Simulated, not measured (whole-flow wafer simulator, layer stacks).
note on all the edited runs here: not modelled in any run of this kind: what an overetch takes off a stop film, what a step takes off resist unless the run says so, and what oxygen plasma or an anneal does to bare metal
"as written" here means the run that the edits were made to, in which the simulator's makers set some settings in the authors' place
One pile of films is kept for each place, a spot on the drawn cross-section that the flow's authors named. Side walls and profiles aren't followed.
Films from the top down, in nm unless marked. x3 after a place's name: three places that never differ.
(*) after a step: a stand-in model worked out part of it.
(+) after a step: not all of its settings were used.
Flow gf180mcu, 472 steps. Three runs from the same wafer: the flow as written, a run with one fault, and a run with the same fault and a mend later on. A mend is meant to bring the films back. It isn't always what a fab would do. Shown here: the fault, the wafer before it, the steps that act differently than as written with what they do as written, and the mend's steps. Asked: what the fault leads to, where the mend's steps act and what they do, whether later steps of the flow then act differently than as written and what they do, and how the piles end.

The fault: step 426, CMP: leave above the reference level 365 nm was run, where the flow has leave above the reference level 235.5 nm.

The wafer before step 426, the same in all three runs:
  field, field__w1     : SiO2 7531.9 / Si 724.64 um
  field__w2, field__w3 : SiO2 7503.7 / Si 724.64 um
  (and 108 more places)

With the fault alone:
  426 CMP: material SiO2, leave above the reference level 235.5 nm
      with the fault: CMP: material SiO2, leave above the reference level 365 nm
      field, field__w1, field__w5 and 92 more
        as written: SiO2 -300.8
        with the fault: SiO2 -171.3
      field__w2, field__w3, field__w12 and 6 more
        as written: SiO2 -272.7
        with the fault: SiO2 -143.2
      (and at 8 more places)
  Later steps of the flow that act differently than as written (1 more step differs only slightly, by at most 2% or 0.5 nm, whichever is larger, and isn't shown):
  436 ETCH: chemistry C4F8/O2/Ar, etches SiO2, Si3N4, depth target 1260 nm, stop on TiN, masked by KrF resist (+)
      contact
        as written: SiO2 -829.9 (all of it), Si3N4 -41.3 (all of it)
        with the fault: SiO2 -959.4 (all of it), Si3N4 -41.3 (all of it)
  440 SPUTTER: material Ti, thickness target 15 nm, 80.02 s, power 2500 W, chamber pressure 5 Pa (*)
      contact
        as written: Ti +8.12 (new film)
        with the fault: Ti +7.54 (new film)
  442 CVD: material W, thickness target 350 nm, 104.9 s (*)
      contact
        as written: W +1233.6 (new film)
        with the fault: W +1364 (new film)
  At the end the piles differ from the flow's by more than 2% or 0.5 nm, whichever is larger, at field__w4, field__w8, contact, m1, m1__w1, mim, mim_1p0, m1_nw.
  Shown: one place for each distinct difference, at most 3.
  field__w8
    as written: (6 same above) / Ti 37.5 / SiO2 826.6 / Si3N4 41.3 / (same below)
    with the fault: (6 same above) / Ti 37.5 / SiO2 956.1 / Si3N4 41.3 / (same below)
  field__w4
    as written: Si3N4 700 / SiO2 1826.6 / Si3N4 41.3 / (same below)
    with the fault: Si3N4 700 / SiO2 1956.1 / Si3N4 41.3 / (same below)
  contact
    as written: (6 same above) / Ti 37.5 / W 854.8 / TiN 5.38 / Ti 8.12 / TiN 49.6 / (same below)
    with the fault: (6 same above) / Ti 37.5 / W 985.3 / TiN 5 / Ti 7.54 / TiN 49.6 / (same below)

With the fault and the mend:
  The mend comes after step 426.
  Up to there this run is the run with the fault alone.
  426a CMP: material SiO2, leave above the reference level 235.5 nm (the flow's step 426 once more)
      field, field__w1, field__w2 and 109 more
        SiO2 -129.5
  No later step of the flow acts differently than as written at any place that is followed.
  At the end the piles are the same as the flow's at every place that both follow.
